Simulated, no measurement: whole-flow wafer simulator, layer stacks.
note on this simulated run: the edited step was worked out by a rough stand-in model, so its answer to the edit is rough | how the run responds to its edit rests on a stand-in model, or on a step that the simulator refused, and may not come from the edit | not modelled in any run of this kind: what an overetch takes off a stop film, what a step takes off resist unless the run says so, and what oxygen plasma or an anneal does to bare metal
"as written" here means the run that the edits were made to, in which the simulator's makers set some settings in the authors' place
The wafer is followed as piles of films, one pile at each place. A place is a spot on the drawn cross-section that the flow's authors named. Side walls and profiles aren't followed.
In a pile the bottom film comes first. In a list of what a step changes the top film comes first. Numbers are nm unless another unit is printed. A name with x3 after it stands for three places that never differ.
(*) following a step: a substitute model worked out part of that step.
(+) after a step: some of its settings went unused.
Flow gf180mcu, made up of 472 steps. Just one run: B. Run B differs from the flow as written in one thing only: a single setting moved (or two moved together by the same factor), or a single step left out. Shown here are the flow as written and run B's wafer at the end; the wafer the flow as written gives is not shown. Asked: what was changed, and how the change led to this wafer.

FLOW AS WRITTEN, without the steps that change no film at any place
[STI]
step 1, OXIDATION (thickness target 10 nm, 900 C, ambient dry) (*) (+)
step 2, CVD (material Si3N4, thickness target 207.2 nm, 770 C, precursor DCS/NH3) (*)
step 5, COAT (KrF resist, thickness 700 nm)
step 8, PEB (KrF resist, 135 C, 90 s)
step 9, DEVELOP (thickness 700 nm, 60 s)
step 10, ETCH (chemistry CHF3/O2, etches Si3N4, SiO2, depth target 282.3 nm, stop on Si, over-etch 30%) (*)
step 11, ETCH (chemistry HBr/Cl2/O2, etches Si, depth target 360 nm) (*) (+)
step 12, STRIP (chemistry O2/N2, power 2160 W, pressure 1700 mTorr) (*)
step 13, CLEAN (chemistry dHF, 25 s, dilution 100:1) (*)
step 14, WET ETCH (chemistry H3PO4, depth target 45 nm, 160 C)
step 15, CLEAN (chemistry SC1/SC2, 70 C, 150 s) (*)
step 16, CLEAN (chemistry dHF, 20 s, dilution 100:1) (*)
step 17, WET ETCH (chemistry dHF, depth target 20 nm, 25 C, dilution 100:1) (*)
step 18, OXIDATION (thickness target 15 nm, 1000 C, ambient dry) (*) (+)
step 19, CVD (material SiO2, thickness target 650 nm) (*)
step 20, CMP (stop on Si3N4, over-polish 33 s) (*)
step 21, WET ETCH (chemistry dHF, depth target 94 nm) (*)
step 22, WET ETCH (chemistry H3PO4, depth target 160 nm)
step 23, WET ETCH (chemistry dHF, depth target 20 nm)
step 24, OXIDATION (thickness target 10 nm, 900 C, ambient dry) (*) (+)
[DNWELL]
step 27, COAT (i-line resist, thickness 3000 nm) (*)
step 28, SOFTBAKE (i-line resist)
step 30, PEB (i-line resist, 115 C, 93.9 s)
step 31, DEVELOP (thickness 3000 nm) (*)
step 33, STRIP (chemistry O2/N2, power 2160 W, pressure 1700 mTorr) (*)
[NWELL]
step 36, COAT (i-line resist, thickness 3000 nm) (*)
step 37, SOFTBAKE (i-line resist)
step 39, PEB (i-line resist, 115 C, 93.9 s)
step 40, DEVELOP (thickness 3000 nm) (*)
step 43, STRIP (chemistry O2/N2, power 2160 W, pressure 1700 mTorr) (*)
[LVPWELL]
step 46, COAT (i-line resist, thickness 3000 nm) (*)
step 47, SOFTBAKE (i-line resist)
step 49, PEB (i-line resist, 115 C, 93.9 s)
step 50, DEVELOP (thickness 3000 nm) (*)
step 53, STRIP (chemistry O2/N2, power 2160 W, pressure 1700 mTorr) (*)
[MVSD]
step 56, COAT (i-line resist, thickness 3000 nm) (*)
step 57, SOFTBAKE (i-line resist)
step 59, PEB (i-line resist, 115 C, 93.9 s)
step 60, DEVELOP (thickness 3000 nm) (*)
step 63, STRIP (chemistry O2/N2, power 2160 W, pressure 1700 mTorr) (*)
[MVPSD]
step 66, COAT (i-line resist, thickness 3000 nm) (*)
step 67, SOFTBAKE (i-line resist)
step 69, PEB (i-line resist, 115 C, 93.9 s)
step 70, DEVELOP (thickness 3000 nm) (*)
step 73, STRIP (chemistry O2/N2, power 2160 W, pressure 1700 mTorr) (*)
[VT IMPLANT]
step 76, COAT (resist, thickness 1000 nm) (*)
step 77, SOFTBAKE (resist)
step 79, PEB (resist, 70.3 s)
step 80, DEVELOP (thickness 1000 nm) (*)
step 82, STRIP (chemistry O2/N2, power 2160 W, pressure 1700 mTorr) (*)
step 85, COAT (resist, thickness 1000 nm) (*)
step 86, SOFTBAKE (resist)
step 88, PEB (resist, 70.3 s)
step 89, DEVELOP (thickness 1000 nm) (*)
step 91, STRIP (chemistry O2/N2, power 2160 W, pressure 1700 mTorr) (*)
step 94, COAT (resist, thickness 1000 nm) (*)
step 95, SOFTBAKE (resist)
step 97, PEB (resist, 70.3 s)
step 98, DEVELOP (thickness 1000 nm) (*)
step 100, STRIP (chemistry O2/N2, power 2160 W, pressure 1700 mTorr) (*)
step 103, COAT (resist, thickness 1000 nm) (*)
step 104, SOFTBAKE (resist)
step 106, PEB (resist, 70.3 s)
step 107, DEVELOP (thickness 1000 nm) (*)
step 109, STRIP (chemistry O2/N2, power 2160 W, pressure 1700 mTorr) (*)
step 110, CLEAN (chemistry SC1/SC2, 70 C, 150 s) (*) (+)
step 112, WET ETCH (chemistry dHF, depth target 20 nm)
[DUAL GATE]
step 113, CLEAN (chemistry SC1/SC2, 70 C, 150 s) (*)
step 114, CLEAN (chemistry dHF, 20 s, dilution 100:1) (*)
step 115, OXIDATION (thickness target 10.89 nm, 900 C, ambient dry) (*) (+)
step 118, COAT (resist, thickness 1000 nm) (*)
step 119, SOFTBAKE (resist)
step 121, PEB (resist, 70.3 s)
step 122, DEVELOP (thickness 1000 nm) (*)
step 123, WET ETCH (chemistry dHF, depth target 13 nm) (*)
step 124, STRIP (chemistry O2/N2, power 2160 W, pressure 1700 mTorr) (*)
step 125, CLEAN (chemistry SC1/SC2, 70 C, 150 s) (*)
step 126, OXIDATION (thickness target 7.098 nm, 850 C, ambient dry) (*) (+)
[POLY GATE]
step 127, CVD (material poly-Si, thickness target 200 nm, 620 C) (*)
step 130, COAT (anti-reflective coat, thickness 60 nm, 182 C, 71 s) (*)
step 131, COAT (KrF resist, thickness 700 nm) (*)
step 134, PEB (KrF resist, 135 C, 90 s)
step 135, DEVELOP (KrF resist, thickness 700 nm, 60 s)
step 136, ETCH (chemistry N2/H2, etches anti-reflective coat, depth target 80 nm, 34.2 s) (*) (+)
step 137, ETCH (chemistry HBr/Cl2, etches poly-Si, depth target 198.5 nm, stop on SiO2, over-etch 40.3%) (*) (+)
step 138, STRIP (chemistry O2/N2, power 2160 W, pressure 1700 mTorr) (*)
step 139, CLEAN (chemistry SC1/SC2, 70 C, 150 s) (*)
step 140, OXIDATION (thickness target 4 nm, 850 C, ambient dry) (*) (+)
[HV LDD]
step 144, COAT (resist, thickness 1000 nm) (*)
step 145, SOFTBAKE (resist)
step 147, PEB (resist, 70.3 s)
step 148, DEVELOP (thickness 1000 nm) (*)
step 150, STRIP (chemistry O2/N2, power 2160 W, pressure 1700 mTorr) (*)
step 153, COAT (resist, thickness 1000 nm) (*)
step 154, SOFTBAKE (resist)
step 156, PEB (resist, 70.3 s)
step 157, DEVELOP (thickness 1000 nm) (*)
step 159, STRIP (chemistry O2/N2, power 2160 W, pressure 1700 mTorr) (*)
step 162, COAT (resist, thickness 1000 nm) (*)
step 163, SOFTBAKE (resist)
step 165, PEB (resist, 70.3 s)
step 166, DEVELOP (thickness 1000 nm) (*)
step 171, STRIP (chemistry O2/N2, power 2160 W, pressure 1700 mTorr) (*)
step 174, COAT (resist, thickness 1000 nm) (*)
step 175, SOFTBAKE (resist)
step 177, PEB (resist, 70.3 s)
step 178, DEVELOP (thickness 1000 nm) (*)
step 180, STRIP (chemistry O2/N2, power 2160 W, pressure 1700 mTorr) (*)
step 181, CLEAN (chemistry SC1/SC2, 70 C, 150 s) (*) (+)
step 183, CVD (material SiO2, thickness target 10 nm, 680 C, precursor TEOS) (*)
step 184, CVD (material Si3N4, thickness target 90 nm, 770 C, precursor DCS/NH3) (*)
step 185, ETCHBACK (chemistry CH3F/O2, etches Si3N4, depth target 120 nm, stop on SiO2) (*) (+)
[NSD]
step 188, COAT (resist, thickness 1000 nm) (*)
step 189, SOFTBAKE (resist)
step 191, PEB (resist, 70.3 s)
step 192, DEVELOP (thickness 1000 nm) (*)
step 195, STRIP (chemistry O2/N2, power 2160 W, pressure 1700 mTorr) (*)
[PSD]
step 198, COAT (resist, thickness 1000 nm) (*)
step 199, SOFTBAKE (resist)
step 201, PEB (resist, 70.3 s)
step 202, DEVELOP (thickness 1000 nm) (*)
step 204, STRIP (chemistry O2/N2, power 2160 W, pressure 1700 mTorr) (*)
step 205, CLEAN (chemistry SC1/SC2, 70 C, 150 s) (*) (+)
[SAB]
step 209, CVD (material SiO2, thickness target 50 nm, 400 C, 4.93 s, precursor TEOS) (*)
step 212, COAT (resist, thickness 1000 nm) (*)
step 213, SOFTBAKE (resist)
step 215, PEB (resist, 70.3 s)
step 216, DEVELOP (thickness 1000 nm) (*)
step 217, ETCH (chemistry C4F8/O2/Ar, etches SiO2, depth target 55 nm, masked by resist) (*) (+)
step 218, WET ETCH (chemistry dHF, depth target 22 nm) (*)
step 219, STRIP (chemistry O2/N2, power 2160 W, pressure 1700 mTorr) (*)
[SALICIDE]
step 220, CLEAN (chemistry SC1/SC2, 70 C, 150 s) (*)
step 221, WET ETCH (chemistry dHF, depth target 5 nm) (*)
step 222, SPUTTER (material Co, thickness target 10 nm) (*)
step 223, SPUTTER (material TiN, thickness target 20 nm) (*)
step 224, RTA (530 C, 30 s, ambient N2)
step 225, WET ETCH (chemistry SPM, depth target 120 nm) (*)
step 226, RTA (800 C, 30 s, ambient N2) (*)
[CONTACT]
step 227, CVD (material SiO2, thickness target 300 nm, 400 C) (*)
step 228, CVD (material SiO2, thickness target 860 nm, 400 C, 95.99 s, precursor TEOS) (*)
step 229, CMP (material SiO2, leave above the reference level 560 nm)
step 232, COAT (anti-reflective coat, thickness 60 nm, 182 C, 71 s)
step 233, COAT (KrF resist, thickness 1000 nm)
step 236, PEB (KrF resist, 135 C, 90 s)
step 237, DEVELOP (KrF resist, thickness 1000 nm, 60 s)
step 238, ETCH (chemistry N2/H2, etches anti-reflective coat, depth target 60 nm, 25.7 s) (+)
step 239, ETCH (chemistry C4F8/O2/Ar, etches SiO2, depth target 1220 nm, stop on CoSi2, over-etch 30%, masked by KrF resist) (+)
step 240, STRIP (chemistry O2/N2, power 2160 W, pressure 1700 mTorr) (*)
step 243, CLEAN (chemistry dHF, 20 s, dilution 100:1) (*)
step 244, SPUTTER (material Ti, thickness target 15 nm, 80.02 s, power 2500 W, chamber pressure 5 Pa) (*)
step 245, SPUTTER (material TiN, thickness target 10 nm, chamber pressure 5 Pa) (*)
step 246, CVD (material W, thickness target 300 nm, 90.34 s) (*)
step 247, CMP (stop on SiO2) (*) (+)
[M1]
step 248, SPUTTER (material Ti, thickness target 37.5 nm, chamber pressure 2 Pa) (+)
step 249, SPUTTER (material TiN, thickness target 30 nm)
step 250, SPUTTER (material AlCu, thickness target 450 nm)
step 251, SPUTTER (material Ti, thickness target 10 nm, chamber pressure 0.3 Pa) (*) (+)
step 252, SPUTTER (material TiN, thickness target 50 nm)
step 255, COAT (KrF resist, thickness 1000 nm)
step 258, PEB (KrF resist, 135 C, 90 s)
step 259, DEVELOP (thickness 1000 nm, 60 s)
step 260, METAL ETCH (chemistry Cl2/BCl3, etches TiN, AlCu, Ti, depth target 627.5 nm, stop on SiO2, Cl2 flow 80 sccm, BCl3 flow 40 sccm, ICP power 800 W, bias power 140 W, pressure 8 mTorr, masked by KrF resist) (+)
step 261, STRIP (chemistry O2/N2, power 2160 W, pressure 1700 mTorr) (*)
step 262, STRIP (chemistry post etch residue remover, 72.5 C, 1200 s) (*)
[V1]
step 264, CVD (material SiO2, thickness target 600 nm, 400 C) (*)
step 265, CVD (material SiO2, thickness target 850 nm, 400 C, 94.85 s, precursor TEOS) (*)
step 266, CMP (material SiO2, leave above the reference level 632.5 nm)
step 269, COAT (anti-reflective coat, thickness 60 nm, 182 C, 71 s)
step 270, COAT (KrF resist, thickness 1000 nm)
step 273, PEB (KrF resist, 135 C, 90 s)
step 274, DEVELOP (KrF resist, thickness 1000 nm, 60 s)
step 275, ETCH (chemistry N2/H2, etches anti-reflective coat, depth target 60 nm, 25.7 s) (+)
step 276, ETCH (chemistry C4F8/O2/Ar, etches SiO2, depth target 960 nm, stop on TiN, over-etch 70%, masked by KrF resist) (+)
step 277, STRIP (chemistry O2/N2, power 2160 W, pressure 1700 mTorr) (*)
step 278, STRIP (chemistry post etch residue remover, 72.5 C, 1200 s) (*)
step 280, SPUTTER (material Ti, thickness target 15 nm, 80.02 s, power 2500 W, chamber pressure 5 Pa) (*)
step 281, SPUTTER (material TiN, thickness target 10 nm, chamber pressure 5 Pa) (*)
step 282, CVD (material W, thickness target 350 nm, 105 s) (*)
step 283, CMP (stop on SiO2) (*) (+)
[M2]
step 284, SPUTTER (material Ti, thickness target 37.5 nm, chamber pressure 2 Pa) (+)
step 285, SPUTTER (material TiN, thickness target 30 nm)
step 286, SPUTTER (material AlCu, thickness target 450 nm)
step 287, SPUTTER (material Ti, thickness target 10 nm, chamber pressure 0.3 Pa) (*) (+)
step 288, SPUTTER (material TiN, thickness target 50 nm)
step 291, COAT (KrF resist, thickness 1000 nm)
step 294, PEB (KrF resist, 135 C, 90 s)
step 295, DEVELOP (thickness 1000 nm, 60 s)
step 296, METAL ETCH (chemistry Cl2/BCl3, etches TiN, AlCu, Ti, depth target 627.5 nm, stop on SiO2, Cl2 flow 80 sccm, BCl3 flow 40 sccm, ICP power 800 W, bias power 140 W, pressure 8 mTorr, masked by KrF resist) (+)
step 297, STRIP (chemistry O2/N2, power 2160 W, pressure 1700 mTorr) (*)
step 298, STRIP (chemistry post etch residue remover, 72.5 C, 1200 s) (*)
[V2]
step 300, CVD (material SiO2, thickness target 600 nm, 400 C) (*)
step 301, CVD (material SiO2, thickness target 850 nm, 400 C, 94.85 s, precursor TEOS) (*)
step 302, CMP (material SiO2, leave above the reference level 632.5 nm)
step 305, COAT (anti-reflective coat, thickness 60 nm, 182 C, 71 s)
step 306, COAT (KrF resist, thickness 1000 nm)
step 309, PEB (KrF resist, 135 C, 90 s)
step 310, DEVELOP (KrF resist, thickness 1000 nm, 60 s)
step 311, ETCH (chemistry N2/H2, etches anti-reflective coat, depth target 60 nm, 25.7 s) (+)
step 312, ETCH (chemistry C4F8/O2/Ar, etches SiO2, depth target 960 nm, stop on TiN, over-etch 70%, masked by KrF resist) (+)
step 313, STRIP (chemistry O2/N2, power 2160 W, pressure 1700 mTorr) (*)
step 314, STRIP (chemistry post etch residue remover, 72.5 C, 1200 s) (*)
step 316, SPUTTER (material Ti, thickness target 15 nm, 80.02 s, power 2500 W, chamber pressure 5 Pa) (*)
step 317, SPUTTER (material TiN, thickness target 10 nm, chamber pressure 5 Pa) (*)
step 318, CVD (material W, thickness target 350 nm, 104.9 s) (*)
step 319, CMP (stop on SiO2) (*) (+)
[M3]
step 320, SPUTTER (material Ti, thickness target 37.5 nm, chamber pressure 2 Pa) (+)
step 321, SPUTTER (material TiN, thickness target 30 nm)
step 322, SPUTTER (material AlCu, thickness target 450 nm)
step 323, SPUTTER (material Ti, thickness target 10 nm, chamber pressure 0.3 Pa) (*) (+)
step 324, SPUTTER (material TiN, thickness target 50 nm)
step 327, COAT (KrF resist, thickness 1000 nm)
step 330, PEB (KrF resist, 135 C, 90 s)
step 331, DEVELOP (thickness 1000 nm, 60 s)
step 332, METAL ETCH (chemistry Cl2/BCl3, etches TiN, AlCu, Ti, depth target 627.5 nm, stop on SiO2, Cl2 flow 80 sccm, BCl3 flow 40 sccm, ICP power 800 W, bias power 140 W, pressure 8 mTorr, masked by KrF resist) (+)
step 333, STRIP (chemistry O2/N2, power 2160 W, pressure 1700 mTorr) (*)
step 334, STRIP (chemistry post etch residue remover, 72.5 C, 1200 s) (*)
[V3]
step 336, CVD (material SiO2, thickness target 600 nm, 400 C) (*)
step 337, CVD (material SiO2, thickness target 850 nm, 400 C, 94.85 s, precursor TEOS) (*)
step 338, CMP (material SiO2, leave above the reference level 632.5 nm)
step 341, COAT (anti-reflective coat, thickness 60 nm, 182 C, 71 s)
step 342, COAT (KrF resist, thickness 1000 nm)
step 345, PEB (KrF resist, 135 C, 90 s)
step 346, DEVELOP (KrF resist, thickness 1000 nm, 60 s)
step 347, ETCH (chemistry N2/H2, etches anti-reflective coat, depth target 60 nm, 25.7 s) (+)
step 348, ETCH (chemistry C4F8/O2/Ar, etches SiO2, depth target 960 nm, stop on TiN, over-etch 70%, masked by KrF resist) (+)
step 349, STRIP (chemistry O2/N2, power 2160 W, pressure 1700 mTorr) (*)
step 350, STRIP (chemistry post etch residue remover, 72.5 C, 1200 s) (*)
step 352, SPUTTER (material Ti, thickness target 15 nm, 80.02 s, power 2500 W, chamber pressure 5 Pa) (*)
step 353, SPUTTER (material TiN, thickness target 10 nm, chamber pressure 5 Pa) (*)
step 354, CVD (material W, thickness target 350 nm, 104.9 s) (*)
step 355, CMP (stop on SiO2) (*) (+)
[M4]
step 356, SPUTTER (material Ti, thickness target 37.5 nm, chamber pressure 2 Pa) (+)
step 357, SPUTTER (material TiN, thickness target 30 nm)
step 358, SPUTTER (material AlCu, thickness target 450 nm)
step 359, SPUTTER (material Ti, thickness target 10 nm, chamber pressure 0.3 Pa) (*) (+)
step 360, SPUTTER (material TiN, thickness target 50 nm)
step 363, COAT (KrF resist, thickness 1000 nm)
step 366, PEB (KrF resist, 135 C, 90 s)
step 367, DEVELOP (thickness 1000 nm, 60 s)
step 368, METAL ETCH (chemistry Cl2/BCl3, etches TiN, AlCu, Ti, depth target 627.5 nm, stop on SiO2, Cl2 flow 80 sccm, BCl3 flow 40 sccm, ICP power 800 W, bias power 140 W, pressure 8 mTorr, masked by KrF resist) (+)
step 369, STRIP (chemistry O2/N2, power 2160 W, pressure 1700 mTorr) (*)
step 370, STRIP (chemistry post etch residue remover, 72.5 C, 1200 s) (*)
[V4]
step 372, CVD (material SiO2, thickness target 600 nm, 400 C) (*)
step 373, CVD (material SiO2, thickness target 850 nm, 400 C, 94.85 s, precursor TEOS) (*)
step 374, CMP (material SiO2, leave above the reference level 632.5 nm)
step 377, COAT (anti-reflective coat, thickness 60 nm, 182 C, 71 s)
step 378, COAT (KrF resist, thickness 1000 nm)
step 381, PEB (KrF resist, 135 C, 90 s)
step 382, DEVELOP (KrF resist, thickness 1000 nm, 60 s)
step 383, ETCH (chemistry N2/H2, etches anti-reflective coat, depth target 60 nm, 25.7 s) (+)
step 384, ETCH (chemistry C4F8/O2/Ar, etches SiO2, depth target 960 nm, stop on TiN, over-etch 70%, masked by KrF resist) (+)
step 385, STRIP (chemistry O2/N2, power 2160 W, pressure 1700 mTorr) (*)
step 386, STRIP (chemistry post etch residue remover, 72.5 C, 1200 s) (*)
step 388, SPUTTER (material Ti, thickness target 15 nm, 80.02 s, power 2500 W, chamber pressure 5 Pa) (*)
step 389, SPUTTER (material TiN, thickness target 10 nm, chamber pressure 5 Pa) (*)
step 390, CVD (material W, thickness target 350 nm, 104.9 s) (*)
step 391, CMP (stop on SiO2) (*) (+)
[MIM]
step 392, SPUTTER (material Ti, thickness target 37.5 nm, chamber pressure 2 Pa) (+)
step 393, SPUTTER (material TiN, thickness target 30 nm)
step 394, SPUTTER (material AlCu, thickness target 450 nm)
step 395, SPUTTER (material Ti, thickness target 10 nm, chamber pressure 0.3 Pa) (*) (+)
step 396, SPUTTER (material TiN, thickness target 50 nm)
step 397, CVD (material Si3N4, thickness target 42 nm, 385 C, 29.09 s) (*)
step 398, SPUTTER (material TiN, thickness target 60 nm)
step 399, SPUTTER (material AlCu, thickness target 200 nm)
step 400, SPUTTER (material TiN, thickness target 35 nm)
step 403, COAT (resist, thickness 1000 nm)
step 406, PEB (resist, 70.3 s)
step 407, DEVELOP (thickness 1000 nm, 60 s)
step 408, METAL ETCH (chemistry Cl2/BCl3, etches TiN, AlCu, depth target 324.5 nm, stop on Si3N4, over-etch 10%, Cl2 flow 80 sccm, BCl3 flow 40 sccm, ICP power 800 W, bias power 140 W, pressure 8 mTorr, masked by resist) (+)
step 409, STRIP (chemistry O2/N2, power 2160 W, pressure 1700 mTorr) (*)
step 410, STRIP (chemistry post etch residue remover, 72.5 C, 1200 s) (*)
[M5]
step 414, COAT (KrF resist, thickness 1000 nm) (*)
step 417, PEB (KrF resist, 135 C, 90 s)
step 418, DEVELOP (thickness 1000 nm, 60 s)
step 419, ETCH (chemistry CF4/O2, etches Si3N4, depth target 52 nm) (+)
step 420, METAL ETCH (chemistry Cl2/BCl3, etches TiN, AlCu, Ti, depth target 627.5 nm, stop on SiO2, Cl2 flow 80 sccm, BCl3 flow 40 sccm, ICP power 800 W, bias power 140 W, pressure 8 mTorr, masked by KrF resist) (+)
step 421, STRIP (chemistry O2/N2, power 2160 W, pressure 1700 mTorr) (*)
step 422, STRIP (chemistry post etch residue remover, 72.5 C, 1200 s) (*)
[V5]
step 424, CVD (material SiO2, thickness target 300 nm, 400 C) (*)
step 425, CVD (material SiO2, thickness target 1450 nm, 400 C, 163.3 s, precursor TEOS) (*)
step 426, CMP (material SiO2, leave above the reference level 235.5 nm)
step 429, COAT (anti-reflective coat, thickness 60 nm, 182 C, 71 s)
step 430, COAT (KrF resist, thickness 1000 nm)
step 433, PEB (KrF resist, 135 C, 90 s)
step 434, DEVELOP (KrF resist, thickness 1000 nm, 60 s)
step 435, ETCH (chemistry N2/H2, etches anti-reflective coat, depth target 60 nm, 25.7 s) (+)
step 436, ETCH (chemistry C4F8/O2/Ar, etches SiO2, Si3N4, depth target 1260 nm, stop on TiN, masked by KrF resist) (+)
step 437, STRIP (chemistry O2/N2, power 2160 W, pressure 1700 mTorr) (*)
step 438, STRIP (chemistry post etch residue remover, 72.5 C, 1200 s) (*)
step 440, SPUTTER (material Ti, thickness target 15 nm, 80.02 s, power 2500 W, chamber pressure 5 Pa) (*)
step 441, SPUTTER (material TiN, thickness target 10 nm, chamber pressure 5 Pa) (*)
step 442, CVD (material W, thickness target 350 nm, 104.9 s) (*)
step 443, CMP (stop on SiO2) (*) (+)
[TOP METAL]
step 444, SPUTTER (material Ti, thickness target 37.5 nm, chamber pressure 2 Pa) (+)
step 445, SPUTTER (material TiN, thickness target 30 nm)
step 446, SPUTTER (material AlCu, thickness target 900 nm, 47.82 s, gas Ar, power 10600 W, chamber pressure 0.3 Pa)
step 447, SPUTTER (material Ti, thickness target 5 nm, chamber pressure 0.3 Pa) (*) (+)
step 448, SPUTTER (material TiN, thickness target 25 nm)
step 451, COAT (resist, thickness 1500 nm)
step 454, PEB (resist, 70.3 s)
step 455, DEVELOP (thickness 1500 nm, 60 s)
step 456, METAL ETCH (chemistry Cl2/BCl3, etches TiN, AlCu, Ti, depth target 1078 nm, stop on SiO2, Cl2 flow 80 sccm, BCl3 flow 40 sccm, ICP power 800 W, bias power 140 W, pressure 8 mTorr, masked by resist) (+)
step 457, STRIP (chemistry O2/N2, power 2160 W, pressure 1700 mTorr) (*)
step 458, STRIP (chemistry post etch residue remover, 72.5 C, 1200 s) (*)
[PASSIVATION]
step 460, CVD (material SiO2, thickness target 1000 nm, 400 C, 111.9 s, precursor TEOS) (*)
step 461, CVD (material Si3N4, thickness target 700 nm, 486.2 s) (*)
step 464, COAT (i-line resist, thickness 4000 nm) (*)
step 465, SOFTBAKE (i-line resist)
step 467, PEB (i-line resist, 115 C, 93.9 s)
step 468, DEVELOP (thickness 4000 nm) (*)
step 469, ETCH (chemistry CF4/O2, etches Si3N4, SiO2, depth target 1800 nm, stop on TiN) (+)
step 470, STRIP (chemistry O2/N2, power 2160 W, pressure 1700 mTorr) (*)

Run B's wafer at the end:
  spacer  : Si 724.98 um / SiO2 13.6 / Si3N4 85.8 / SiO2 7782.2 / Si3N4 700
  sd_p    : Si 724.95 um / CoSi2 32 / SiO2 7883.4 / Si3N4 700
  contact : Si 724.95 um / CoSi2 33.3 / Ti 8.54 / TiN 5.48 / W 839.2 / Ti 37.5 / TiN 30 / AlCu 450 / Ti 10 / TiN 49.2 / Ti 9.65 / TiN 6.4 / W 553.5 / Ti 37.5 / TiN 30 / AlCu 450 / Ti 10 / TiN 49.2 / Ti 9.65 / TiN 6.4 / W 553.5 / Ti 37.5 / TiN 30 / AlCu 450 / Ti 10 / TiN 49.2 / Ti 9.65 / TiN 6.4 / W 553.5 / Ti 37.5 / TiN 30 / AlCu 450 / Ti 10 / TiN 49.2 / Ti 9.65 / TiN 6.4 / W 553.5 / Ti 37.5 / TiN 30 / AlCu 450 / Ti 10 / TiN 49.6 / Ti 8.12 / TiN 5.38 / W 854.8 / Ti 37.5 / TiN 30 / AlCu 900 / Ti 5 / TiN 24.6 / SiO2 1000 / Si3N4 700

What caused this: step 183, CVD: thickness target 6.4 nm was run, whereas the flow has thickness target 10 nm.

Step by step, how the change led to this:
  step 183, CVD (material SiO2, thickness target 10 nm, 680 C, precursor TEOS) (*)
      field, field__w1, field__w2 and 99 more: SiO2 gains 6.4 (in the flow as written it would be: SiO2 gains 10)
      ld_drift_p: SiO2 gains 6.32 (in the flow as written it would be: SiO2 gains 9.87)
      (as well as at 1 more place)
  step 189, SOFTBAKE (resist)
      field: resist loses 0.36 (in the flow as written it would be: resist gains 3.56)
      active_hv: resist loses 0.53 (in the flow as written it would be: resist gains 2.68)
      (as well as at 3 more places)
  step 199, SOFTBAKE (resist)
      field: resist loses 0.36 (in the flow as written it would be: resist gains 3.56)
      active_hv: resist loses 0.53 (in the flow as written it would be: resist gains 2.68)
      (as well as at 3 more places)
  step 218, WET ETCH (chemistry dHF, depth target 22 nm) (*)
      gate, gate_hv, gate_p and 23 more: SiO2 loses 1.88 (all of it) (in the flow as written it would be: SiO2 loses 5.48 (all of it))
      active, p_well, sd_n, iso_ptap_pw, iso_ntap_nw, iso_ptap_sub, vpnp_e: SiO2 loses 5.41 (all of it) (in the flow as written it would be: SiO2 loses 9.01 (all of it))
      (as well as at 16 more places)
  step 229, CMP (material SiO2, leave above the reference level 560 nm)
      mim: SiO2 loses 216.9 (in the flow as written it would be: SiO2 loses 221.5)
